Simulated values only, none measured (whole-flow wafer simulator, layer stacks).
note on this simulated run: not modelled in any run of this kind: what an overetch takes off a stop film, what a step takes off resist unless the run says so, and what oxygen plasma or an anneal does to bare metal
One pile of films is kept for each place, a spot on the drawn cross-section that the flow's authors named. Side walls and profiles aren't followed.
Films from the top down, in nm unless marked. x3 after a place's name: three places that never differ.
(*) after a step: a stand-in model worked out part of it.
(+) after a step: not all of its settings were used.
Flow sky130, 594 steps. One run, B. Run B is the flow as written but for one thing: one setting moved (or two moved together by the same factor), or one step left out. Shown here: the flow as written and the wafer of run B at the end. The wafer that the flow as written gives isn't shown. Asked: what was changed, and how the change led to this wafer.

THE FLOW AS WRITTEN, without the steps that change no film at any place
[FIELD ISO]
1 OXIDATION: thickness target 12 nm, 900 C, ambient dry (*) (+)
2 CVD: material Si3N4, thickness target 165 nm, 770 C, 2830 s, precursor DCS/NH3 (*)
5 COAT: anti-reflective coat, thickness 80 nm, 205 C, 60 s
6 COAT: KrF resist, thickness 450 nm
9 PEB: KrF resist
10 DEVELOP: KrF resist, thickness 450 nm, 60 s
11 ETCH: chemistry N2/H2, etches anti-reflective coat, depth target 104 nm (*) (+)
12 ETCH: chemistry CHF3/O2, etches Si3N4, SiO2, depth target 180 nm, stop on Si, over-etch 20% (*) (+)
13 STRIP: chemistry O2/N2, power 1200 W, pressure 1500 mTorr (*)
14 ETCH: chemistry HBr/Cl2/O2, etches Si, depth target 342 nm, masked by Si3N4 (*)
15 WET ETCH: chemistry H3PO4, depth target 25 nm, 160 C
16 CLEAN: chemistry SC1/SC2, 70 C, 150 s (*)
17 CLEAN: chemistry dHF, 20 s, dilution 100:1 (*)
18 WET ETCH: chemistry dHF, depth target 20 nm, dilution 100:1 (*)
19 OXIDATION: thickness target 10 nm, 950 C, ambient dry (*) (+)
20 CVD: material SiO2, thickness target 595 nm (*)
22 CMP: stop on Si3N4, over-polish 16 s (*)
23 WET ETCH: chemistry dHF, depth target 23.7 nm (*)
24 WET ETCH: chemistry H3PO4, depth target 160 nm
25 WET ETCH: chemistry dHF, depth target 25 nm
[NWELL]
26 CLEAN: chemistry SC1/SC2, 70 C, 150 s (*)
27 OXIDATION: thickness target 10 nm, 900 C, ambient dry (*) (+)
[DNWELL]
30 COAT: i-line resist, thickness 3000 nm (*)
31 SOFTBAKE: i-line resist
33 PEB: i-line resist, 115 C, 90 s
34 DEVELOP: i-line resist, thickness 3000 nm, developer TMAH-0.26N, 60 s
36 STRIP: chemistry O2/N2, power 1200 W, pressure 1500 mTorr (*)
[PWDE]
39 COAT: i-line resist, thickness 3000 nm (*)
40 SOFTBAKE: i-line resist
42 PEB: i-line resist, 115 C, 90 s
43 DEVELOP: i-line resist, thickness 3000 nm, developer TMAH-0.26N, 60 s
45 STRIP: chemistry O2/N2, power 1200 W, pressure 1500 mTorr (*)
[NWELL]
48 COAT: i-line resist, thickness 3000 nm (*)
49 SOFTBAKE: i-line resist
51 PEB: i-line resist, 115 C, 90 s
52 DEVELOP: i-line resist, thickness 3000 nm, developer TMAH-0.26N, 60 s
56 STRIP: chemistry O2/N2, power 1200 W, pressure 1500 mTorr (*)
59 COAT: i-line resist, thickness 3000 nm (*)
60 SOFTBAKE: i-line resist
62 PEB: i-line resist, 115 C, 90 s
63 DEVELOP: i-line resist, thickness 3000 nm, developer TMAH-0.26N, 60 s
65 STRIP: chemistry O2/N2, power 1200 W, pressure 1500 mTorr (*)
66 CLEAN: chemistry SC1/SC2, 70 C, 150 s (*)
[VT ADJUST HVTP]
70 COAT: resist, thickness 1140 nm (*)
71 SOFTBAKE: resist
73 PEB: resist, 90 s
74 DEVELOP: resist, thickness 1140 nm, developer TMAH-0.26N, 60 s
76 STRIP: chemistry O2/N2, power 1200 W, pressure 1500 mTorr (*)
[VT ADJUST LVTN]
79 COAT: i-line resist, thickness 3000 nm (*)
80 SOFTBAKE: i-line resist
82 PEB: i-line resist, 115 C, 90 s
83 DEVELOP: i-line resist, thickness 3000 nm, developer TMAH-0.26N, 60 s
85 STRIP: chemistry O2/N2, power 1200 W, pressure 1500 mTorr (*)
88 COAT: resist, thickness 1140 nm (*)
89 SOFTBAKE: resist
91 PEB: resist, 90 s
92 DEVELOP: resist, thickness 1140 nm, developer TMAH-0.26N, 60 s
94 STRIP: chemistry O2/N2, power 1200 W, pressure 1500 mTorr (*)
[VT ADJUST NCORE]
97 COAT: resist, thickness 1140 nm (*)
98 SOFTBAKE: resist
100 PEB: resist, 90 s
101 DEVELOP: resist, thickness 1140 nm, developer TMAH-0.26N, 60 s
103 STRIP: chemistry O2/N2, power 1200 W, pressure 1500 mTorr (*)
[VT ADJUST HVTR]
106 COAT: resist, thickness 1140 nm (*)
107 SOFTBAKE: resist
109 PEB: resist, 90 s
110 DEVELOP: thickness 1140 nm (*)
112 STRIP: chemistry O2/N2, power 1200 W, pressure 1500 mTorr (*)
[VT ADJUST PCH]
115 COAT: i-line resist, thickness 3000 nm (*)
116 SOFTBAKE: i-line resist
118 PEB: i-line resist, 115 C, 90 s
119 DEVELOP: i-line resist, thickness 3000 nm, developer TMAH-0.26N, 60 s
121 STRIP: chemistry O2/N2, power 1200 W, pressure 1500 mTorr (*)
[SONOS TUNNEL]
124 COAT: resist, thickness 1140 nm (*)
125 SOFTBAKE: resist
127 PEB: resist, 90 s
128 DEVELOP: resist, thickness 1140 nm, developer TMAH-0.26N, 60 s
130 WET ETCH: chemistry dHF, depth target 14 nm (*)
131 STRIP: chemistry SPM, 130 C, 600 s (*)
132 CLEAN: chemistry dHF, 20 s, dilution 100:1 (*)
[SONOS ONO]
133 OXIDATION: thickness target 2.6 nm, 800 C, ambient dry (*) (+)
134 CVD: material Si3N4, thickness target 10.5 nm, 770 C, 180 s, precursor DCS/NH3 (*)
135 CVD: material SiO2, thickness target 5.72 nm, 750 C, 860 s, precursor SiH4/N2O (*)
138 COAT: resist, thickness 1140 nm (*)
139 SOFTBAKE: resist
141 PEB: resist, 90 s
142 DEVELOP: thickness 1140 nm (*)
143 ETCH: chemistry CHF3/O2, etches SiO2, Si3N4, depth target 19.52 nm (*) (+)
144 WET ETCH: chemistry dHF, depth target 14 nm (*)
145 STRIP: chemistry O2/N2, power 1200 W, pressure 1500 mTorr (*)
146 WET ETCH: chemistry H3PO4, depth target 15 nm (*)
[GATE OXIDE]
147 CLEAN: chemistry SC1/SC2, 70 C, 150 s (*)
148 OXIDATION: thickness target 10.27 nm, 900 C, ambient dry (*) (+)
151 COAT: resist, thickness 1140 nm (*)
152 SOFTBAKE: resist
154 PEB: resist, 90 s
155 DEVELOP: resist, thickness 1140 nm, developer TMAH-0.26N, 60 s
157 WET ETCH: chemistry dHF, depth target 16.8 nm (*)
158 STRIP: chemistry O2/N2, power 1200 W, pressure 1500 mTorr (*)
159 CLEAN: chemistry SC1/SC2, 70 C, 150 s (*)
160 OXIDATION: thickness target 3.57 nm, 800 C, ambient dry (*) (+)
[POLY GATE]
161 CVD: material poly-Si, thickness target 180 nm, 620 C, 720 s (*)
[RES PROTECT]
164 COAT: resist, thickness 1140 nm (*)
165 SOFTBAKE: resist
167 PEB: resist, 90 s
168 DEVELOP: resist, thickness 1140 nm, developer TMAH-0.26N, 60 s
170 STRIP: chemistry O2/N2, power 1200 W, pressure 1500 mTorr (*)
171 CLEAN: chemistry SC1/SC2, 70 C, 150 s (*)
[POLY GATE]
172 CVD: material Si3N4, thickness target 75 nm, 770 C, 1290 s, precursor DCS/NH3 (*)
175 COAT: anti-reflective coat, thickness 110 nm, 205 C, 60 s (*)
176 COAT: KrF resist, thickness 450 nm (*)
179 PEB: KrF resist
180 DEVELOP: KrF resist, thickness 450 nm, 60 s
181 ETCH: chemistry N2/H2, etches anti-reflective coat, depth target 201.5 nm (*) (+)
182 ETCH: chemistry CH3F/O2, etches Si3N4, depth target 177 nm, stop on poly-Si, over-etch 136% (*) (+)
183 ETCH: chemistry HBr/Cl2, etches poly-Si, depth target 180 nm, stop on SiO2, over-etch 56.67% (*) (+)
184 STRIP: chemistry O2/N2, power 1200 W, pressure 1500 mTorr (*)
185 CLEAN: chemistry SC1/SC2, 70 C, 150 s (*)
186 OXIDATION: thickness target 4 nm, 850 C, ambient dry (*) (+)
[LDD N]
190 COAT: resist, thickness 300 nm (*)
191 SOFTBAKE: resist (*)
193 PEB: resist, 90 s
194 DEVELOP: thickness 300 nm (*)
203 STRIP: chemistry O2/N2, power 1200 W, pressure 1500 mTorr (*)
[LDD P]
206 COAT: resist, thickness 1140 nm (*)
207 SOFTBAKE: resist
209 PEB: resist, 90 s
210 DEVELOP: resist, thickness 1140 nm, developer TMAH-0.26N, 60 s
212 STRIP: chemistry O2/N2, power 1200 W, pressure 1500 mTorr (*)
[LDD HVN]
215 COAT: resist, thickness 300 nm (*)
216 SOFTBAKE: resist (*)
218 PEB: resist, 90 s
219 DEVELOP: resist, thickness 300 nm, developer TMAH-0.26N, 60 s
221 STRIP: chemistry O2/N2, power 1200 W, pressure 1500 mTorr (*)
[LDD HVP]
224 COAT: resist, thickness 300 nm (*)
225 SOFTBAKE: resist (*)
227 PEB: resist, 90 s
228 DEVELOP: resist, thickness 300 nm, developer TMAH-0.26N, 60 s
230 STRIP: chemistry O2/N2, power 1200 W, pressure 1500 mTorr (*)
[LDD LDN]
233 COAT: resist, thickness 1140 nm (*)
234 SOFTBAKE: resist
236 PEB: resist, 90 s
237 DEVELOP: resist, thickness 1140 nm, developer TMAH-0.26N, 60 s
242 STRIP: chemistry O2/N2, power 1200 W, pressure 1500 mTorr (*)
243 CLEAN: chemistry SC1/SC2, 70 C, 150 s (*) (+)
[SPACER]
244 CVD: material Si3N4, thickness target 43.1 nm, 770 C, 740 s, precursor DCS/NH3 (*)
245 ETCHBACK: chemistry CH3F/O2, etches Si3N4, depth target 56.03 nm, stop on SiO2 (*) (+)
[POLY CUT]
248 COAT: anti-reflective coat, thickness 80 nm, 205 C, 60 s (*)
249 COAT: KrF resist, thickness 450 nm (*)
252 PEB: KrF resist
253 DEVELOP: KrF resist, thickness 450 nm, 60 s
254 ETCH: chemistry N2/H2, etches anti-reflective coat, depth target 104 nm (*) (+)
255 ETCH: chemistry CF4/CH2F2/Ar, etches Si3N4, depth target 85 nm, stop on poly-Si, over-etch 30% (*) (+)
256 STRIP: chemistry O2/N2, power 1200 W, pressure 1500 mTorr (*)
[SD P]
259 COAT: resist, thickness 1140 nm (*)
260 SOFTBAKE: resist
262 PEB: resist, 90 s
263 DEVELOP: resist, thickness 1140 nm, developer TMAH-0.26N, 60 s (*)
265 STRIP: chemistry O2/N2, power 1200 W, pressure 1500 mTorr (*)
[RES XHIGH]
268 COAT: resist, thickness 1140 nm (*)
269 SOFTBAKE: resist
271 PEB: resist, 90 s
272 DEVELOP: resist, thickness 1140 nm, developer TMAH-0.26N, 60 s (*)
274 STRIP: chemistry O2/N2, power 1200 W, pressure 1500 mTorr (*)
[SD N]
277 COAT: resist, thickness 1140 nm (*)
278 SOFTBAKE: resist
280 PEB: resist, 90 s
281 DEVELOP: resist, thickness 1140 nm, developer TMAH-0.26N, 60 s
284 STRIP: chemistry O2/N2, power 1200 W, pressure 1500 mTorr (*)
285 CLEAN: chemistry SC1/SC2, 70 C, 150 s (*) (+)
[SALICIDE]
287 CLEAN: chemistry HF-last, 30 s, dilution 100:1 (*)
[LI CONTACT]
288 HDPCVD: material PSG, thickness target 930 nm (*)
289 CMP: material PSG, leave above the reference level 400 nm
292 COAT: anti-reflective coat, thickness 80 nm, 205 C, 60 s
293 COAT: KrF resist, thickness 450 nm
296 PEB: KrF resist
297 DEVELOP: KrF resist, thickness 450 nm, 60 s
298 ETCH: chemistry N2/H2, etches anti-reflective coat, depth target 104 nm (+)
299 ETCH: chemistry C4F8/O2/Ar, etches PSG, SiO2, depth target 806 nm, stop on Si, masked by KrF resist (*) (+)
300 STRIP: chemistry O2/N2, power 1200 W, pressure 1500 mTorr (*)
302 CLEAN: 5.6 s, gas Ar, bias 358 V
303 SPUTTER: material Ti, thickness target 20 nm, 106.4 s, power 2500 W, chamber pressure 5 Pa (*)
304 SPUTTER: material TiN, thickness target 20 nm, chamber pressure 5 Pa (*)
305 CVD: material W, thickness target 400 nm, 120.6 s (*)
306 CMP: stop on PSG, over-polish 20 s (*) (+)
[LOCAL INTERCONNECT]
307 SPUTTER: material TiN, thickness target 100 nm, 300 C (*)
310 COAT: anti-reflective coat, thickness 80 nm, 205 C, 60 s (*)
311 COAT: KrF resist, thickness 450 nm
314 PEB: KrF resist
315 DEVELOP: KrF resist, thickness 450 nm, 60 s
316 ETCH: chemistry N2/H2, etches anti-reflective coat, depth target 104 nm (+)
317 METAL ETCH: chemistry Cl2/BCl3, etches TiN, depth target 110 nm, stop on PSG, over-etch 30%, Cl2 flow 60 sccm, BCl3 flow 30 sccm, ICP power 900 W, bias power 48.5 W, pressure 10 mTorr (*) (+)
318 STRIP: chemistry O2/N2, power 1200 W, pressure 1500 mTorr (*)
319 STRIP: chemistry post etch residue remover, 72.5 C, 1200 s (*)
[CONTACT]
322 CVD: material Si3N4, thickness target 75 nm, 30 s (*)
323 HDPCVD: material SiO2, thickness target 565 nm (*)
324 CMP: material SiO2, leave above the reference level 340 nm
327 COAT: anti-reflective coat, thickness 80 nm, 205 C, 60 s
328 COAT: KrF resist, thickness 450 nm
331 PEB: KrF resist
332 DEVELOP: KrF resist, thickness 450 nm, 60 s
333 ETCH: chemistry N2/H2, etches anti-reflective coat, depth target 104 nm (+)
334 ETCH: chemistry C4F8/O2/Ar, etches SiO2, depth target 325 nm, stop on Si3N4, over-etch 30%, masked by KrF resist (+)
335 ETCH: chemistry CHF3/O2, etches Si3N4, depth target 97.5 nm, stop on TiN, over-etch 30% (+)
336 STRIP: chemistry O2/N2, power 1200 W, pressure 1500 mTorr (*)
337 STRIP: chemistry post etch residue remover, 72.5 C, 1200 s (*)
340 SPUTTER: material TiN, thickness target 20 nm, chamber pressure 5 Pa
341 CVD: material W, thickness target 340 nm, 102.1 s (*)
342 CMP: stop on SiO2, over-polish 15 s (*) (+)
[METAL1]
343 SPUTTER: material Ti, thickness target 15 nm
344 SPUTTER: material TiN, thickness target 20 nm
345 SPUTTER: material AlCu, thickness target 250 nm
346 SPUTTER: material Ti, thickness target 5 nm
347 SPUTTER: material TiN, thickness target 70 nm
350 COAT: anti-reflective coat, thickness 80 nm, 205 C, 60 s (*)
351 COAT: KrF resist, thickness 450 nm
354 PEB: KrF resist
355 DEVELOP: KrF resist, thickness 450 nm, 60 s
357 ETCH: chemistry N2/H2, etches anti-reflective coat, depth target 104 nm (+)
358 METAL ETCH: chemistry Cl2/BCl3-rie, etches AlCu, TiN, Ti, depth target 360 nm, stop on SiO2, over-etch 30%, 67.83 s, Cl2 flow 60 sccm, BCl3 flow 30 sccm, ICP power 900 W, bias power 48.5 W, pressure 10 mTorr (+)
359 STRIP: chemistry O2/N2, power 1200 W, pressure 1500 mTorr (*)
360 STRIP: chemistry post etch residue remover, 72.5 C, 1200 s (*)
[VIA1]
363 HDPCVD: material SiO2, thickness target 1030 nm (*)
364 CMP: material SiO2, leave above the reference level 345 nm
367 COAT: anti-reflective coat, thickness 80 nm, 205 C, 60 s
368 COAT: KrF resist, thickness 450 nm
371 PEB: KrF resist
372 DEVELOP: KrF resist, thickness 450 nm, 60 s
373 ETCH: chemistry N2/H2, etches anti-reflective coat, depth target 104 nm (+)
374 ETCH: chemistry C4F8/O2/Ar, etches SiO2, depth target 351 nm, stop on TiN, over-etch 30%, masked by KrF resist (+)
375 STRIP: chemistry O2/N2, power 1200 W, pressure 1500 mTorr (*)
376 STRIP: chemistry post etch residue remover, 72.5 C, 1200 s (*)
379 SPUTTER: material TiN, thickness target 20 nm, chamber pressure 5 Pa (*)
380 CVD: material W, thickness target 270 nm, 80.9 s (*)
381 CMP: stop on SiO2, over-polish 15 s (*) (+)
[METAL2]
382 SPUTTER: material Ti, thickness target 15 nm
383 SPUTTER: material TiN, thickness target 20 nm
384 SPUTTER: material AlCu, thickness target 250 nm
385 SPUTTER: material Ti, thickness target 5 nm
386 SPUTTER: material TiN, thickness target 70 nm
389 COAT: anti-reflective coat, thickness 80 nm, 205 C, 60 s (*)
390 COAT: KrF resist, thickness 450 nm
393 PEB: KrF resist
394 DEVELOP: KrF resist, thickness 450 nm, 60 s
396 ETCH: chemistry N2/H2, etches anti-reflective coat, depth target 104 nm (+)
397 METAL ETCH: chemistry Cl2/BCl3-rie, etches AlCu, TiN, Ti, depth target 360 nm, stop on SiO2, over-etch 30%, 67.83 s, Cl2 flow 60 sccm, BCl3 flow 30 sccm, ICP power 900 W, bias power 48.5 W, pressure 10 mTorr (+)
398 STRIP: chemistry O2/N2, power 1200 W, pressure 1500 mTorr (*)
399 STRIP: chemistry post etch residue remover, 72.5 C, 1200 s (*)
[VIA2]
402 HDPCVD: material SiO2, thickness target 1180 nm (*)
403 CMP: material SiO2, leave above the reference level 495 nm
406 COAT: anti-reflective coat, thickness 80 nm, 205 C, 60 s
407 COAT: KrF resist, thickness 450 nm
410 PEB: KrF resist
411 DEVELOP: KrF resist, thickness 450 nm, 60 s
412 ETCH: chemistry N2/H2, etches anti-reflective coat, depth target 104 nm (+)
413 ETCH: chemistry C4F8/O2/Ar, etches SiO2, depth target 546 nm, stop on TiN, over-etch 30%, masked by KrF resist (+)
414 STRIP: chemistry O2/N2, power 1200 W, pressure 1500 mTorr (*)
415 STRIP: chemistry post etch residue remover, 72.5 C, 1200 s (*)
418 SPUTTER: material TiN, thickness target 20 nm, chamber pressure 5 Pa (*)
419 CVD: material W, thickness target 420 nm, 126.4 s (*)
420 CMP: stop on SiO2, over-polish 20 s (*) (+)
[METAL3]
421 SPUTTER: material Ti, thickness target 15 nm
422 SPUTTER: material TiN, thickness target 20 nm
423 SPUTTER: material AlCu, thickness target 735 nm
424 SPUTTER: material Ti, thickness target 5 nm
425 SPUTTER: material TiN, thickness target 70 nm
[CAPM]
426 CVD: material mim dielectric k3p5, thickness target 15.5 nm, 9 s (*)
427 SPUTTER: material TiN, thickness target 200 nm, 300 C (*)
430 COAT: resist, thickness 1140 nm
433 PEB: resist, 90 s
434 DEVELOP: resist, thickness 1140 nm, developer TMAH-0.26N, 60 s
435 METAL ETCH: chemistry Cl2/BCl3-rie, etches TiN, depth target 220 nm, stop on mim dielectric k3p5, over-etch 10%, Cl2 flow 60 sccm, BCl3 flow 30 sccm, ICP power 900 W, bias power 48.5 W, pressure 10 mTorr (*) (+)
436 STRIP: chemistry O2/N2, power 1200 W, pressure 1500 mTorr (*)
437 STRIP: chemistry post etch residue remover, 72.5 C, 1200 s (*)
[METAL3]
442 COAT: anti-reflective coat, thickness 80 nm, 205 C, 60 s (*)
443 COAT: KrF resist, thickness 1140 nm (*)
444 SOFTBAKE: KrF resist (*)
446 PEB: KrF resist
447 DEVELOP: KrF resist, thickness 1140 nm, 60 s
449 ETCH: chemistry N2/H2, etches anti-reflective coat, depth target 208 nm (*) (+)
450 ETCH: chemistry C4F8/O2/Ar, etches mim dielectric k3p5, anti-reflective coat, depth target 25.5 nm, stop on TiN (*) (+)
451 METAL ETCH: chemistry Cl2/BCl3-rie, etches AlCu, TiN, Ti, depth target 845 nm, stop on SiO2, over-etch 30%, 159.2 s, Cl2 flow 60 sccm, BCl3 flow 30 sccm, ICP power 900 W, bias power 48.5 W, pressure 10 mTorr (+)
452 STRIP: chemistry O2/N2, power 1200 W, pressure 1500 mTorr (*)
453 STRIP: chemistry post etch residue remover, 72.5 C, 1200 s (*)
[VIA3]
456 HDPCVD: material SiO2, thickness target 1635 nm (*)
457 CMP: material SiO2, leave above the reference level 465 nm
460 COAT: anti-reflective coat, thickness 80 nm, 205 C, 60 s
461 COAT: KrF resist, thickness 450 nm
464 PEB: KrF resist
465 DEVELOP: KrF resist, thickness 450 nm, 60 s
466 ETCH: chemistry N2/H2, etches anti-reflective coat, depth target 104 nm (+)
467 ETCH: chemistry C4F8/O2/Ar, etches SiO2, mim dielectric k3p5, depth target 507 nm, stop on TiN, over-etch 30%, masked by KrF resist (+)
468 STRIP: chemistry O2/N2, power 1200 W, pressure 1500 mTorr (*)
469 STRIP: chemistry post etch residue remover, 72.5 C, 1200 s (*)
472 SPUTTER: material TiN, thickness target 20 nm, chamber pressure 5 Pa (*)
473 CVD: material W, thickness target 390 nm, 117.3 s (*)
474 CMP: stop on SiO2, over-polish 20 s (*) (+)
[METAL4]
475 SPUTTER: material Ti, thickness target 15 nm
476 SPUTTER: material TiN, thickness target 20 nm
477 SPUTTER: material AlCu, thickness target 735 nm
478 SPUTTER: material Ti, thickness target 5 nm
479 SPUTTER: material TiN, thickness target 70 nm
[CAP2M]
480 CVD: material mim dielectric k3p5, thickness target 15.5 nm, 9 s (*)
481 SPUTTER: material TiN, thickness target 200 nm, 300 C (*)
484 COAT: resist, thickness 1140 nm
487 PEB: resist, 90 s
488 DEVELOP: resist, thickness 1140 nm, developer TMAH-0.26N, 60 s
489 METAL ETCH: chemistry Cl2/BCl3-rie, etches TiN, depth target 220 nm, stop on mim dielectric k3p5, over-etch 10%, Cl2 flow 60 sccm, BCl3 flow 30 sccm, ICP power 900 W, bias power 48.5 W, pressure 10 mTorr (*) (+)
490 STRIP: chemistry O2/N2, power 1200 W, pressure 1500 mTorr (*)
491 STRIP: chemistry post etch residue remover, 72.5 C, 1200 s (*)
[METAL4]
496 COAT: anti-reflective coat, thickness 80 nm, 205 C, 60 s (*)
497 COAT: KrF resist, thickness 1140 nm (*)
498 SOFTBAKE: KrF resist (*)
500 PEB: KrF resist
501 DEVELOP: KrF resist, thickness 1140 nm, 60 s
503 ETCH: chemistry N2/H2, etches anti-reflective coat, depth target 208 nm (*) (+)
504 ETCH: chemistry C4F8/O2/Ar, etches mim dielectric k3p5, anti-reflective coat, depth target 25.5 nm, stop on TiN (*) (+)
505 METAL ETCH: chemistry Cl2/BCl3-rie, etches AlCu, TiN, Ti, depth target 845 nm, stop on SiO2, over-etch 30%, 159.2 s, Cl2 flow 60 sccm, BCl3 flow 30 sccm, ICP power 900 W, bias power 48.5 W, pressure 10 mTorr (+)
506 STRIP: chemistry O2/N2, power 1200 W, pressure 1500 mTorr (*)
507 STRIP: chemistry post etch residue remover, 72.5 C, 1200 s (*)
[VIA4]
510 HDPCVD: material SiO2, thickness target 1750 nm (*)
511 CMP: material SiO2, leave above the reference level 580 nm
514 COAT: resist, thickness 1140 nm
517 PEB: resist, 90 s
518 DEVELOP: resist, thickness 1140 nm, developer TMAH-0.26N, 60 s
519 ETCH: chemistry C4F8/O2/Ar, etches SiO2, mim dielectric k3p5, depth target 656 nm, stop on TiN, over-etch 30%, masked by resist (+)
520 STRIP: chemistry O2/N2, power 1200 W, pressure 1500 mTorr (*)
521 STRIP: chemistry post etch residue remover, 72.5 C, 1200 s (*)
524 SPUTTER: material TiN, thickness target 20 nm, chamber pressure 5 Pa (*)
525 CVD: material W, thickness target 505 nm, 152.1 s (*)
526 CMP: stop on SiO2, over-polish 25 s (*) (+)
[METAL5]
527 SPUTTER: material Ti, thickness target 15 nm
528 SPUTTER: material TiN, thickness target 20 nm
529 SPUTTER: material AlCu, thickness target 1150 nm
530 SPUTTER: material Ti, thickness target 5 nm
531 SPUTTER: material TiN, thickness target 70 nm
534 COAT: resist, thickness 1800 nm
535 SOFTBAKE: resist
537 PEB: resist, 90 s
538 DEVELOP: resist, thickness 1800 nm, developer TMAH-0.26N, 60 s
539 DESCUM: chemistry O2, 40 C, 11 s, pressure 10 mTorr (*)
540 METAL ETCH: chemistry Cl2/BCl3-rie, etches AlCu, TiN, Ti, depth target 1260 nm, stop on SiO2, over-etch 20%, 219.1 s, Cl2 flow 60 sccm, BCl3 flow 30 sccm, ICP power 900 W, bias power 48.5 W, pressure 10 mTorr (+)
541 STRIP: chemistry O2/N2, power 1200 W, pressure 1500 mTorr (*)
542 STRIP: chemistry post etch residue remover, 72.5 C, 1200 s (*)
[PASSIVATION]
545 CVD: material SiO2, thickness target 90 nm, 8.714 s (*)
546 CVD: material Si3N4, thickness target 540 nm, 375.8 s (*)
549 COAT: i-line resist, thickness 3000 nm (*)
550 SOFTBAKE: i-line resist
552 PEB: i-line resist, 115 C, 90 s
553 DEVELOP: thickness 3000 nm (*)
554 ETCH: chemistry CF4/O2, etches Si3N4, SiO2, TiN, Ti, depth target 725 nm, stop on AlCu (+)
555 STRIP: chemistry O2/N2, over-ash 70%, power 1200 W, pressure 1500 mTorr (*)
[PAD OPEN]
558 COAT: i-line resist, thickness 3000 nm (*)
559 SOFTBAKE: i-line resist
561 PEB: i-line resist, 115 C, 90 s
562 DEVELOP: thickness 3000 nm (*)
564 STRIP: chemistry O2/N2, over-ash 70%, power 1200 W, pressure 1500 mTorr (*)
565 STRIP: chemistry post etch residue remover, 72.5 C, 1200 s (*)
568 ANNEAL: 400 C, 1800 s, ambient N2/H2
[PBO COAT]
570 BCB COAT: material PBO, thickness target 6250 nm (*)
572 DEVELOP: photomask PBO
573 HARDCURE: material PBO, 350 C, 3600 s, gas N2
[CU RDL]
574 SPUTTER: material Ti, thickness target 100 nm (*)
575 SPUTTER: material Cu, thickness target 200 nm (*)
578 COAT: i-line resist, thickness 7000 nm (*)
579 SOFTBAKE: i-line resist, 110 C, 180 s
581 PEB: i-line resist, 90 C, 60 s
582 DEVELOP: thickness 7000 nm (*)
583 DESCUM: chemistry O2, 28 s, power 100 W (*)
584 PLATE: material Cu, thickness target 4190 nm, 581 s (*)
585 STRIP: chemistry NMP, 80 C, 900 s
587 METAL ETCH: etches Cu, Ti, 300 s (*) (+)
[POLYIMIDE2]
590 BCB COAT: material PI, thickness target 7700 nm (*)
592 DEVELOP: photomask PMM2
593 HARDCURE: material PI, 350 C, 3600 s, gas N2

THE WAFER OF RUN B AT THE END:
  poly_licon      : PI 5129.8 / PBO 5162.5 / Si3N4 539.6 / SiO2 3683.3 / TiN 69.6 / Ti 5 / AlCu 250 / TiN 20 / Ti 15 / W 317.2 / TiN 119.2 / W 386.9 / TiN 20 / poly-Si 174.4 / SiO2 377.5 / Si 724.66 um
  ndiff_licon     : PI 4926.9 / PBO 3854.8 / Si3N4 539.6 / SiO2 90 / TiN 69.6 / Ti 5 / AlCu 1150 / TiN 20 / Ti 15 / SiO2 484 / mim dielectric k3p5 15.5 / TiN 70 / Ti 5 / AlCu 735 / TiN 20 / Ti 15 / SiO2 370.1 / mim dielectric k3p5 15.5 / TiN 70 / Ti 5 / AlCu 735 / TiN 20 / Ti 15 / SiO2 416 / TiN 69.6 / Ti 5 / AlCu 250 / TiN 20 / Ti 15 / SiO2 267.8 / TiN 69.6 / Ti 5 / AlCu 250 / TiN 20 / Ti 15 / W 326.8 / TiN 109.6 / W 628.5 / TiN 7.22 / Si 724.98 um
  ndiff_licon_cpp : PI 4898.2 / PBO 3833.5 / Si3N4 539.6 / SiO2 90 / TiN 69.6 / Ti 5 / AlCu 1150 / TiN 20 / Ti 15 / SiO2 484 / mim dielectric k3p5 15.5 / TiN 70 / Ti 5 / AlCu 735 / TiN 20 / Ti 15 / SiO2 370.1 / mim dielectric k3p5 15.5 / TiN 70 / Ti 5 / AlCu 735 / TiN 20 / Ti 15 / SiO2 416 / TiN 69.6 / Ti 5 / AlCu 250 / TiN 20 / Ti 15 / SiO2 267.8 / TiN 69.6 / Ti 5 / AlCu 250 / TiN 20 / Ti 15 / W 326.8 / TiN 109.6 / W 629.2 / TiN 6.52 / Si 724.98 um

The cause: step 303, SPUTTER: material Ti, thickness target 20 nm, 106.4 s, power 2500 W, chamber pressure 5 Pa (*), was left out.

How the change led to this, step by step:
  306 CMP: stop on PSG, over-polish 20 s (*) (+)
      field, active, n_well and 184 more: W -400 (all of it), TiN -20 (all of it), PSG -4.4 (as written it would be: W -400 (all of it), TiN -20 (all of it), Ti -20 (all of it), PSG -4.4)
      ndiff_licon, ndiff_licon_cpp, rpo_hd_licon: W -424.9 (as written it would be: W -444.9)
      (and at 1 more place)
  568 ANNEAL: 400 C, 1800 s, ambient N2/H2
      poly_licon, rpo_hd_licon: nothing (as written it would be: under 11 films: void +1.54 (new film), Ti -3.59, TiSi first +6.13 (new film), poly-Si -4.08)
      ndiff_licon, ndiff_licon_cpp: nothing (as written it would be: under 37 films: void +1.52 (new film), Ti -3.59, TiSi first +6.13 (new film), Si -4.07)
Counting metal films that touch as one body, poly_licon has 1 body; the flow as written gives 2 bodies (between them, from the top down: void 1.69).
Counting metal films that touch as one body, ndiff_licon has 5 bodies (between them, from the top down: SiO2 484 / mim dielectric k3p5 15.5; SiO2 370.1 / mim dielectric k3p5 15.5; SiO2 416; SiO2 267.8); the flow as written gives 6 bodies (between them, from the top down: SiO2 484 / mim dielectric k3p5 15.5; SiO2 370.1 / mim dielectric k3p5 15.5; SiO2 416; SiO2 267.8; void 1.67).
Counting metal films that touch as one body, ndiff_licon_cpp has 5 bodies (between them, from the top down: SiO2 484 / mim dielectric k3p5 15.5; SiO2 370.1 / mim dielectric k3p5 15.5; SiO2 416; SiO2 267.8); the flow as written gives 6 bodies (between them, from the top down: SiO2 484 / mim dielectric k3p5 15.5; SiO2 370.1 / mim dielectric k3p5 15.5; SiO2 416; SiO2 267.8; void 1.67).
